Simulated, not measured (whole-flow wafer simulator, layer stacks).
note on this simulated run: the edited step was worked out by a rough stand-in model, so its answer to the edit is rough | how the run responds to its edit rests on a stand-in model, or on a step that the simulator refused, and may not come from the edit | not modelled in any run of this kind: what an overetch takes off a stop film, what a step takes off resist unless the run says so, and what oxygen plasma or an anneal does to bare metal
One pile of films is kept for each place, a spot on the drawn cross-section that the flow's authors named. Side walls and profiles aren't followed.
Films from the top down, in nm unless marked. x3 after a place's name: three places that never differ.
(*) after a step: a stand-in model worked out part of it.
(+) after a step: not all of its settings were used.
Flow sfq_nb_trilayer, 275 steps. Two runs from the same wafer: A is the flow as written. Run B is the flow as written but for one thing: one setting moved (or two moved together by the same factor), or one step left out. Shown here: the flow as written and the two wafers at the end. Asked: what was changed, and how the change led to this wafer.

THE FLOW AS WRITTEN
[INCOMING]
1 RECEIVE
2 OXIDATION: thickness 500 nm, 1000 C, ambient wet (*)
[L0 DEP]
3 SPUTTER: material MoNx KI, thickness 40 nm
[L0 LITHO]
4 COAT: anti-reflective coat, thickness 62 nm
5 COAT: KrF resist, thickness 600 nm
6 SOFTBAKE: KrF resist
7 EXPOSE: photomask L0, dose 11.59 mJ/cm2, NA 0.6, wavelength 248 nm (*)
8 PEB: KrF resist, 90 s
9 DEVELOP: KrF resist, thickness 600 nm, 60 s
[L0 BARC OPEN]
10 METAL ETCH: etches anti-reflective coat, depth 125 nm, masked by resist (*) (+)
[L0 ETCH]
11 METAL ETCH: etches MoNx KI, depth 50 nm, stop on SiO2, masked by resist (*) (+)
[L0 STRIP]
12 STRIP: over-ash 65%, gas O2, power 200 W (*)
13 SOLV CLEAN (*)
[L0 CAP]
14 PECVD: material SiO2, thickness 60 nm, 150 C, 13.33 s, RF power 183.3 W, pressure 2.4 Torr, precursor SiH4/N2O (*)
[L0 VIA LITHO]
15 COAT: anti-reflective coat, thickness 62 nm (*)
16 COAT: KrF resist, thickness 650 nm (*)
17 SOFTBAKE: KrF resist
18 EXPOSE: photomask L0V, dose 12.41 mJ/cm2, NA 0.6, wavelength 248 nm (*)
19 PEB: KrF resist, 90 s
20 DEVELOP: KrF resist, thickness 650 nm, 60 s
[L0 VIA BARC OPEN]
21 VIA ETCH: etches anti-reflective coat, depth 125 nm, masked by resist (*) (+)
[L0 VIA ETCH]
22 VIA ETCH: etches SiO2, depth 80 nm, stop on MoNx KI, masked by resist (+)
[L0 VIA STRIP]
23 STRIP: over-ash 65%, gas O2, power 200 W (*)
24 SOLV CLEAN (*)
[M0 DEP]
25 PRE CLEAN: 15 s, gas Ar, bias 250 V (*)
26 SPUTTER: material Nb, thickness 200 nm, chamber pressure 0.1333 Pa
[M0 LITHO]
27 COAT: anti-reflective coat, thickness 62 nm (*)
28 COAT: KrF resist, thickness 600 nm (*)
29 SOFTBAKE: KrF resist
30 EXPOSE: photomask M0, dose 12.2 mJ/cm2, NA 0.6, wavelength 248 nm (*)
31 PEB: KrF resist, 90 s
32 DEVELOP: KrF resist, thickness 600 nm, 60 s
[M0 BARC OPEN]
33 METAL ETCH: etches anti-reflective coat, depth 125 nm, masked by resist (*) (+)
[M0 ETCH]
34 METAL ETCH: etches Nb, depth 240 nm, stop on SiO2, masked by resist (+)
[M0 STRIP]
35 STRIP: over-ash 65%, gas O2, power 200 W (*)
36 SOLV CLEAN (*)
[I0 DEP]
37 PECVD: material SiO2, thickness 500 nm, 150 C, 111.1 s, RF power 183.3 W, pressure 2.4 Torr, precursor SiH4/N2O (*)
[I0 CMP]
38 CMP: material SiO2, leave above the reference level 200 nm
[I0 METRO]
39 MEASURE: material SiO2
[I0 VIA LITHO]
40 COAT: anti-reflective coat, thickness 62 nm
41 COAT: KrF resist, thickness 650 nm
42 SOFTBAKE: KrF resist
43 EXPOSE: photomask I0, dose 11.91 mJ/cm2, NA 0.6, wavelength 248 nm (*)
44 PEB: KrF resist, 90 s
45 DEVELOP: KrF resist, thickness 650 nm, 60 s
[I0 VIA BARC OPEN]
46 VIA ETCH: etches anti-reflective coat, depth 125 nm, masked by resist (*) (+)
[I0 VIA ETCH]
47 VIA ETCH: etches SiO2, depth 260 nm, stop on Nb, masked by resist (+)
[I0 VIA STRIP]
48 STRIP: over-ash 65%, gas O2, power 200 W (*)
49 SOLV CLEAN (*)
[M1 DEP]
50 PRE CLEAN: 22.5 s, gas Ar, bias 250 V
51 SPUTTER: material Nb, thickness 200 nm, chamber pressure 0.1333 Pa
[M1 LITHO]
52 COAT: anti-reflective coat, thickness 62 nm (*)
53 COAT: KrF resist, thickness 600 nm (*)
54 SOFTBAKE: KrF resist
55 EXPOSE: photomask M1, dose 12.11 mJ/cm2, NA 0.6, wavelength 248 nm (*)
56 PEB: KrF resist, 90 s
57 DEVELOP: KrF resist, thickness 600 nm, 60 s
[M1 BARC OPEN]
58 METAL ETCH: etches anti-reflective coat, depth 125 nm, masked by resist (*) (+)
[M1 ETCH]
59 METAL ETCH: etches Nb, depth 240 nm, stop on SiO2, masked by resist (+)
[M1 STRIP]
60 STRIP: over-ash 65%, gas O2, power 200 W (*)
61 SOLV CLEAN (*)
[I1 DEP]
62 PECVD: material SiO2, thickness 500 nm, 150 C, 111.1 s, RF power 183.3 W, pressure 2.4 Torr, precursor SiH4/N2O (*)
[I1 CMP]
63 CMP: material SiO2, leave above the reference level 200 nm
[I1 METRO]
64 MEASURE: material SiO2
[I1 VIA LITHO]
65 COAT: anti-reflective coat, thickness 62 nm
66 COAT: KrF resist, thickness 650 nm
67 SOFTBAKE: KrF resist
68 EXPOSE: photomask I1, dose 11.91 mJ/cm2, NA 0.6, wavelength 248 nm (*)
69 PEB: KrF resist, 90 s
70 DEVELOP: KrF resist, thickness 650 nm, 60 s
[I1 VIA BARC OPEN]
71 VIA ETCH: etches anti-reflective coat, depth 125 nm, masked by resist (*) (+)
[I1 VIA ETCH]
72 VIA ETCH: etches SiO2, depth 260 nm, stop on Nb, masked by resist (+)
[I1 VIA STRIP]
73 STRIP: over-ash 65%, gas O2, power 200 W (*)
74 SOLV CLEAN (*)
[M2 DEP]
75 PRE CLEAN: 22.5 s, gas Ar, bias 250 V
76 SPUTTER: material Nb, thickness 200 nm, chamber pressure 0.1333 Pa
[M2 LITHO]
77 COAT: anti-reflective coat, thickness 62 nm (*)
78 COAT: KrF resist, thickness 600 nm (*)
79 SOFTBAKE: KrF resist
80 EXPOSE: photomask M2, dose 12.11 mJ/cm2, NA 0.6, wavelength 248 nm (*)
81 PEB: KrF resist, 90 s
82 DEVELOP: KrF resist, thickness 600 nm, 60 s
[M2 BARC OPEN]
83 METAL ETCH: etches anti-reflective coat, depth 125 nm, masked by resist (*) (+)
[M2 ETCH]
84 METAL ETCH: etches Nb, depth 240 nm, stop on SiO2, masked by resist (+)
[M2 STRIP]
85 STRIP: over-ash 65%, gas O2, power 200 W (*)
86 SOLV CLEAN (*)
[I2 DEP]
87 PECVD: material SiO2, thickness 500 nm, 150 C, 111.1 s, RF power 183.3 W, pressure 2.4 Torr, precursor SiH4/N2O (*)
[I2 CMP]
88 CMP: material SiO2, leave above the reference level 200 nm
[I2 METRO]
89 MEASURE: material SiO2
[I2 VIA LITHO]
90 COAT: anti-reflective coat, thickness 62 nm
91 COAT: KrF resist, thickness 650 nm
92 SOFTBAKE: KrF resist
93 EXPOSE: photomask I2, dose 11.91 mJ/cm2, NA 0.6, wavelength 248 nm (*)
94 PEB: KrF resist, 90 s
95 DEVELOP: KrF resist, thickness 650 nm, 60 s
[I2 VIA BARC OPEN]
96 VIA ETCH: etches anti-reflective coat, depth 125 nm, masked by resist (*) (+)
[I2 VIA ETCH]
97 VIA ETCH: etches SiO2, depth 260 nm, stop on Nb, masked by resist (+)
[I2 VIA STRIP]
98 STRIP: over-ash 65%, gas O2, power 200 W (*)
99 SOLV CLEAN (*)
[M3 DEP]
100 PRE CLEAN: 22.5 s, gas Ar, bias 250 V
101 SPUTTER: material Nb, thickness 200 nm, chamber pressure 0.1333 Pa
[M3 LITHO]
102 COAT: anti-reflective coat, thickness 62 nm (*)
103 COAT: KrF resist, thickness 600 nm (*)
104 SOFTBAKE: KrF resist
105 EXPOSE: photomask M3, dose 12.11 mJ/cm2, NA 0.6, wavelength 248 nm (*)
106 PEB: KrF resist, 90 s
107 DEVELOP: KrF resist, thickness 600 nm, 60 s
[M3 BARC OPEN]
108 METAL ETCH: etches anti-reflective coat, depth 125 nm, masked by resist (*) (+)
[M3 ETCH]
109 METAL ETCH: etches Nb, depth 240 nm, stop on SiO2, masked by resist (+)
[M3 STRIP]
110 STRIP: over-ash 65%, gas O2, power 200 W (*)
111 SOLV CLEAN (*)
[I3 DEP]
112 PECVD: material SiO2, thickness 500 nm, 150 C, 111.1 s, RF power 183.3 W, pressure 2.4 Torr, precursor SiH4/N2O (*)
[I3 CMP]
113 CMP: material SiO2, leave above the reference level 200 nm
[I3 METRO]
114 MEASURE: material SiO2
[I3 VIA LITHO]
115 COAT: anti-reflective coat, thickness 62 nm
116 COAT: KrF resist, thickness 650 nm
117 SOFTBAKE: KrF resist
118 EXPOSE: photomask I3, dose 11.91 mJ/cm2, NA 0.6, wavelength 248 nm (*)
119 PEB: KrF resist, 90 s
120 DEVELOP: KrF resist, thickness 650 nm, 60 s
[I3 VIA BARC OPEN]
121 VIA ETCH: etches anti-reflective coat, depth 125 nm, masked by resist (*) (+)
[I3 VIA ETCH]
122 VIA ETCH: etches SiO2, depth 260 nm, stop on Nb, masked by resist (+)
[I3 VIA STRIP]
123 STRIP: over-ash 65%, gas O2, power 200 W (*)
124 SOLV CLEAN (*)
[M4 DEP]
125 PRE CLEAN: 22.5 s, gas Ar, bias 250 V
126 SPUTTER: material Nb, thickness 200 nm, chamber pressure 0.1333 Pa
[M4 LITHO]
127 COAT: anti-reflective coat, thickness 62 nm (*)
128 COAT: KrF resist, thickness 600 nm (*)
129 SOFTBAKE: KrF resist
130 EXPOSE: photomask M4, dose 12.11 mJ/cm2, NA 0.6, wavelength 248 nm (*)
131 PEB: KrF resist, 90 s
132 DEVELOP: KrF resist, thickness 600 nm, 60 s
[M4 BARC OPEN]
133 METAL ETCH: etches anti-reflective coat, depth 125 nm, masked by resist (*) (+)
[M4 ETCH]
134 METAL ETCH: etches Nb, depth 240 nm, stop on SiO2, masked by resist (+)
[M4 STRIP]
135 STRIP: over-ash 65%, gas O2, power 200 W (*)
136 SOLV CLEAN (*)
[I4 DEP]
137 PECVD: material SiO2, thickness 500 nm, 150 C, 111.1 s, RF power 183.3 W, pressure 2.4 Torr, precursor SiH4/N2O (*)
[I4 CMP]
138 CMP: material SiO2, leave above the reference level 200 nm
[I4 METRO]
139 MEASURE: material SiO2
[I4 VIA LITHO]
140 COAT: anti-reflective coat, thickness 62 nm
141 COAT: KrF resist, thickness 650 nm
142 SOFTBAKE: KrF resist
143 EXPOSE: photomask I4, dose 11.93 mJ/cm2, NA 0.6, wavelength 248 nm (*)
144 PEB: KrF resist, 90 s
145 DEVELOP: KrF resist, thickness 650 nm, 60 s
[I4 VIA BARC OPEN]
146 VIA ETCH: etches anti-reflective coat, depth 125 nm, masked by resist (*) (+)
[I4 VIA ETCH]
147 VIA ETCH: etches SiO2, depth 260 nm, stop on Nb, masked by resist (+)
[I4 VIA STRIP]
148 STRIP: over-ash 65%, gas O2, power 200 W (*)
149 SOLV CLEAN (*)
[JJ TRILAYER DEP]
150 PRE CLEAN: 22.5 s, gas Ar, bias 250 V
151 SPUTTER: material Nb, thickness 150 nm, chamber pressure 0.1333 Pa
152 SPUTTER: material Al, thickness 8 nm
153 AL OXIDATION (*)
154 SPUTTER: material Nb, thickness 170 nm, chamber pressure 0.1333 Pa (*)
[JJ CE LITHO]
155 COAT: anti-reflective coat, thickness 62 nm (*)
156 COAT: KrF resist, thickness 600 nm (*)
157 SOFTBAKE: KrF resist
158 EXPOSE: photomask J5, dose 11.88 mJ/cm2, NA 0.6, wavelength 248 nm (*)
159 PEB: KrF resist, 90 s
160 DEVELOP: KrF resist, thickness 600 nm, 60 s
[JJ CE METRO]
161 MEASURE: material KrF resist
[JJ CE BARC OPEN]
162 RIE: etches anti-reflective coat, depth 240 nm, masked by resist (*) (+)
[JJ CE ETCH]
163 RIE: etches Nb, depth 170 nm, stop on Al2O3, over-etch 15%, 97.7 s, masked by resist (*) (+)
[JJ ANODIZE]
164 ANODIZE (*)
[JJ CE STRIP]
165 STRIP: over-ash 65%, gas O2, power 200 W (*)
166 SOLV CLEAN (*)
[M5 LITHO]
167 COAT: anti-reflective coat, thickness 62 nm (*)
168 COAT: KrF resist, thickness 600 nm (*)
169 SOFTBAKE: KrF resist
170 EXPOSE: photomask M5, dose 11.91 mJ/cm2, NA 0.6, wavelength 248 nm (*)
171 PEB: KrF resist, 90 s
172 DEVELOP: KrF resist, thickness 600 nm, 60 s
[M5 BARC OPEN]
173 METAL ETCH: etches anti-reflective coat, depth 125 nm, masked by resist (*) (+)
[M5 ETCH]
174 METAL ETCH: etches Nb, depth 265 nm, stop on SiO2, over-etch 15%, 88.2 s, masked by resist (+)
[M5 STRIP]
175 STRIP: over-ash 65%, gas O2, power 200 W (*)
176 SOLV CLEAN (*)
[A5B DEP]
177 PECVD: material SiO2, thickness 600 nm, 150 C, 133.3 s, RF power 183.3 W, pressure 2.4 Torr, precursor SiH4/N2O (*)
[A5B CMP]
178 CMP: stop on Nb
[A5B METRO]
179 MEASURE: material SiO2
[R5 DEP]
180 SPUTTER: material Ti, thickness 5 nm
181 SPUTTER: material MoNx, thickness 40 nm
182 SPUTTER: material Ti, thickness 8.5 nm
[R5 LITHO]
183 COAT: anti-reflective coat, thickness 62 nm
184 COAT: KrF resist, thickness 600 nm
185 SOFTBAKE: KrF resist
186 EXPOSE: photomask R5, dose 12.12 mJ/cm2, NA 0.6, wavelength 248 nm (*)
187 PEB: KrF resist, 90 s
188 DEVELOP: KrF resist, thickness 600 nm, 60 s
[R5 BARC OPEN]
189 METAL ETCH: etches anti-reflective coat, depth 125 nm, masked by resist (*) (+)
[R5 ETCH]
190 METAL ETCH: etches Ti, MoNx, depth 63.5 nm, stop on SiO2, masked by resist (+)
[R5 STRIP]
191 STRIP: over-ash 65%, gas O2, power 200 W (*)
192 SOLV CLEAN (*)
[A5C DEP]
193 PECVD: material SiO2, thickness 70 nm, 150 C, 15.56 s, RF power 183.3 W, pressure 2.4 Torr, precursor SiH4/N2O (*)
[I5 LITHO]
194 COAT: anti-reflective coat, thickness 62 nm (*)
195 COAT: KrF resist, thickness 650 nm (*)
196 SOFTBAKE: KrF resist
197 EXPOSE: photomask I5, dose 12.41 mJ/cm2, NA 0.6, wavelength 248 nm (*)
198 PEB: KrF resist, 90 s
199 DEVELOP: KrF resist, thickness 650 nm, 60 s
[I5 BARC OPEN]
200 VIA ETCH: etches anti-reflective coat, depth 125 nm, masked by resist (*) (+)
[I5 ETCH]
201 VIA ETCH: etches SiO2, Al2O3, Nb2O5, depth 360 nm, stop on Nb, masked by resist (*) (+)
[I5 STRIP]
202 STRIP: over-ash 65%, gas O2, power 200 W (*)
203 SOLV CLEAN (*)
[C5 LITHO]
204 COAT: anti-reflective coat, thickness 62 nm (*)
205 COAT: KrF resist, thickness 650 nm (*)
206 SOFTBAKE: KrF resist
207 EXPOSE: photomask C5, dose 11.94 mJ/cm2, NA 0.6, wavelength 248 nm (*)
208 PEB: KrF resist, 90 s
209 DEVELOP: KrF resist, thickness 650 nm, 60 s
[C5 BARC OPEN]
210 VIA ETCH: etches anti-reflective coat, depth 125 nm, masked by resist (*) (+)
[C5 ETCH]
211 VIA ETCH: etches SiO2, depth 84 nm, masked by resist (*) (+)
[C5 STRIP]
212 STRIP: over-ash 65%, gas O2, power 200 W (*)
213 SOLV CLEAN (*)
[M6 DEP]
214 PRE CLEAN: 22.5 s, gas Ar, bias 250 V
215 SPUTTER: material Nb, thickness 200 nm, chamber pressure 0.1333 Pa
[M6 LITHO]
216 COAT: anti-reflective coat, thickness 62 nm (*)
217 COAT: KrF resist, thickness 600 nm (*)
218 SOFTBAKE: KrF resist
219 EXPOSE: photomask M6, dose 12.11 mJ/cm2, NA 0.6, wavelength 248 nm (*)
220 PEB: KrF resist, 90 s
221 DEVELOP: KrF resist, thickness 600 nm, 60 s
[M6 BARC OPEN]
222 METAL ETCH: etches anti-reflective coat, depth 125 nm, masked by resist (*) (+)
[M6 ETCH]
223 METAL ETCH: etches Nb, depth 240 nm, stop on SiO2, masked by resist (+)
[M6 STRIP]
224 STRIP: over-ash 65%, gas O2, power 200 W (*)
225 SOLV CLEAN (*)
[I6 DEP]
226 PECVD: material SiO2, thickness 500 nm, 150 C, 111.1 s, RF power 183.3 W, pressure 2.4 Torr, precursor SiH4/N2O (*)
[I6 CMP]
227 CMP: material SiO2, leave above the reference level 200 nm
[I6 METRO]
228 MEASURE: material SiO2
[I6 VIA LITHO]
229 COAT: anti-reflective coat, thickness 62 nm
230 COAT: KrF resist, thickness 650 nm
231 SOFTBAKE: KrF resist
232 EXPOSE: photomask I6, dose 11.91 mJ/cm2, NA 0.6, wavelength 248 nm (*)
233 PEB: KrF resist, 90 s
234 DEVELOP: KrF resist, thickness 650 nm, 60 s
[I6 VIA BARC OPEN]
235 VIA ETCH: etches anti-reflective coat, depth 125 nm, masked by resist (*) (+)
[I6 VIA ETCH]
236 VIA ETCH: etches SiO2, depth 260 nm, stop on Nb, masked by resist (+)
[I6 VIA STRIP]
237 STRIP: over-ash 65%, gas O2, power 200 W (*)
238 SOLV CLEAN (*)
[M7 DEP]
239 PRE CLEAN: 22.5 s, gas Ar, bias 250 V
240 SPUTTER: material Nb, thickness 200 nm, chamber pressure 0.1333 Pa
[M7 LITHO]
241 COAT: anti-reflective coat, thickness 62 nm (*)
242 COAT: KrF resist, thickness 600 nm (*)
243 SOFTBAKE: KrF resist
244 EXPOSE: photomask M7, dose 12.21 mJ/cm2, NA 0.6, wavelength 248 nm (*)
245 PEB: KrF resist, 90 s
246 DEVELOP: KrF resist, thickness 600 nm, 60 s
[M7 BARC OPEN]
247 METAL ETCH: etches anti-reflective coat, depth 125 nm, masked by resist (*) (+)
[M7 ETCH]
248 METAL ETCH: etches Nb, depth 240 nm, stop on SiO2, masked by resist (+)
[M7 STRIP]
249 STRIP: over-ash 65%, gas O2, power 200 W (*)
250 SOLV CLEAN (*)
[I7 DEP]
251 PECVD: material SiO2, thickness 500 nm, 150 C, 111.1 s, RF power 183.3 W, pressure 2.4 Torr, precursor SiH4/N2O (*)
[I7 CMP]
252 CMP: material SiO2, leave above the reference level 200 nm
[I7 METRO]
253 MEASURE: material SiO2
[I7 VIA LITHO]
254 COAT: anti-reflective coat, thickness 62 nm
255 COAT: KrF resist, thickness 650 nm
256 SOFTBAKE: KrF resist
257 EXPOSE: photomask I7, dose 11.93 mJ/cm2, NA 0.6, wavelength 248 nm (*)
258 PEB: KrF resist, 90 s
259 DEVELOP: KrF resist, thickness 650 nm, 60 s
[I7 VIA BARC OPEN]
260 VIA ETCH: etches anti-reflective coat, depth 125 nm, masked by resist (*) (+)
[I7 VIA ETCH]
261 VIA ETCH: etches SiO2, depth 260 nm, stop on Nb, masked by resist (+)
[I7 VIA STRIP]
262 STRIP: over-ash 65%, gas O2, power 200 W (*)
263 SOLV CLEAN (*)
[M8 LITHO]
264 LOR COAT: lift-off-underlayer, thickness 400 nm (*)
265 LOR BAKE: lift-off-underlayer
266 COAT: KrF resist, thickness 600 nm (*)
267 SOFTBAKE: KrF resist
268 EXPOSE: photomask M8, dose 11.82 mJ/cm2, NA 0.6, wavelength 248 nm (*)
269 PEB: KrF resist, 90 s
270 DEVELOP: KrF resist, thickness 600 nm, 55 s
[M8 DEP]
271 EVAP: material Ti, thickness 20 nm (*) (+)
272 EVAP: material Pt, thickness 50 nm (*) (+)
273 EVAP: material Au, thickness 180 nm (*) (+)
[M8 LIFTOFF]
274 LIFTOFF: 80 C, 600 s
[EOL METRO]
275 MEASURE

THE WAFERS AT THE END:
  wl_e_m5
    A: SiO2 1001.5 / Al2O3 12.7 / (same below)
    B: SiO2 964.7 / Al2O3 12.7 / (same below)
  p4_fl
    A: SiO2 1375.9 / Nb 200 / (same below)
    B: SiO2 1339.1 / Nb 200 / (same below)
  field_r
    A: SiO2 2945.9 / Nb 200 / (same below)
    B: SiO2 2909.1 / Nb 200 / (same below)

The cause: step 193, PECVD: thickness 33.2 nm was run, where the flow has thickness 70 nm; step 193, PECVD: 7.389 s was run, where the flow has 15.56 s.

How the change led to this, step by step:
  193 PECVD: material SiO2, thickness 70 nm, 150 C, 15.56 s, RF power 183.3 W, pressure 2.4 Torr, precursor SiH4/N2O (*)
      field_l, v_sur, via_wl and 92 more: A SiO2 +70 | B SiO2 +33.2
      ce_l, c5j, ce_r and 8 more: A SiO2 +70 (new film) | B SiO2 +33.2 (new film)
  201 VIA ETCH: etches SiO2, Al2O3, Nb2O5, depth 360 nm, stop on Nb, masked by resist (*) (+)
      be: A SiO2 -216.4 (all of it), Al2O3 -12.7 (all of it), Nb2O5 -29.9 (all of it) | B SiO2 -179.6 (all of it), Al2O3 -12.7 (all of it), Nb2O5 -29.9 (all of it)
  204 COAT: anti-reflective coat, thickness 62 nm (*)
      wire: A anti-reflective coat +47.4 (new film) | B anti-reflective coat +48.7 (new film)
      be: A anti-reflective coat +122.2 (new film) | B anti-reflective coat +116.6 (new film)
      (and at 1 more place)
  205 COAT: KrF resist, thickness 650 nm (*)
      be: A KrF resist +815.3 (new film) | B KrF resist +789.1 (new film)
  211 VIA ETCH: etches SiO2, depth 84 nm, masked by resist (*) (+)
      field_l, v_sur, via_wl and 101 more: A KrF resist -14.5 | B KrF resist -8.55
      c5j: A SiO2 -69.9 (all of it), Nb -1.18 | B SiO2 -33.1 (all of it), Nb -1.37
      (and at 1 more place)
  212 STRIP: over-ash 65%, gas O2, power 200 W (*)
      wire: A KrF resist -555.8 (all of it), anti-reflective coat -47.4 (all of it) | B KrF resist -563.6 (all of it), anti-reflective coat -48.7 (all of it)
      be: A KrF resist -728.2 (all of it), anti-reflective coat -122.2 (all of it) | B KrF resist -707.9 (all of it), anti-reflective coat -116.6 (all of it)
      (and at 1 more place)
  215 SPUTTER: material Nb, thickness 200 nm, chamber pressure 0.1333 Pa
      be: A Nb +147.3 | B Nb +155.8
      c5j: A Nb +188.4 | B Nb +197.5
      (and at 1 more place)
  216 COAT: anti-reflective coat, thickness 62 nm (*)
      wire: A anti-reflective coat +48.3 (new film) | B anti-reflective coat +49.4 (new film)
      be: A anti-reflective coat +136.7 (new film) | B anti-reflective coat +129.8 (new film)
      (and at 9 more places)
  217 COAT: KrF resist, thickness 600 nm (*)
      be: A KrF resist +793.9 (new film) | B KrF resist +762.5 (new film)
      c5j: A KrF resist +636 (new film) | B KrF resist +620.9 (new film)
      (and at 1 more place)
  224 STRIP: over-ash 65%, gas O2, power 200 W (*)
      wire: A KrF resist -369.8 (all of it), anti-reflective coat -48.3 (all of it) | B KrF resist -372.9 (all of it), anti-reflective coat -49.4 (all of it)
      be: A KrF resist -575.8 (all of it), anti-reflective coat -136.7 (all of it) | B KrF resist -544.4 (all of it), anti-reflective coat -129.8 (all of it)
      (and at 9 more places)
  226 PECVD: material SiO2, thickness 500 nm, 150 C, 111.1 s, RF power 183.3 W, pressure 2.4 Torr, precursor SiH4/N2O (*)
      be: A SiO2 +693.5 (new film) | B SiO2 +648.2 (new film)
      c5j: A SiO2 +514.7 (new film) | B SiO2 +500 (new film)
  227 CMP: material SiO2, leave above the reference level 200 nm
      c5j: A SiO2 -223 | B SiO2 -253.9
      res: A SiO2 -279.4 | B SiO2 -323.3
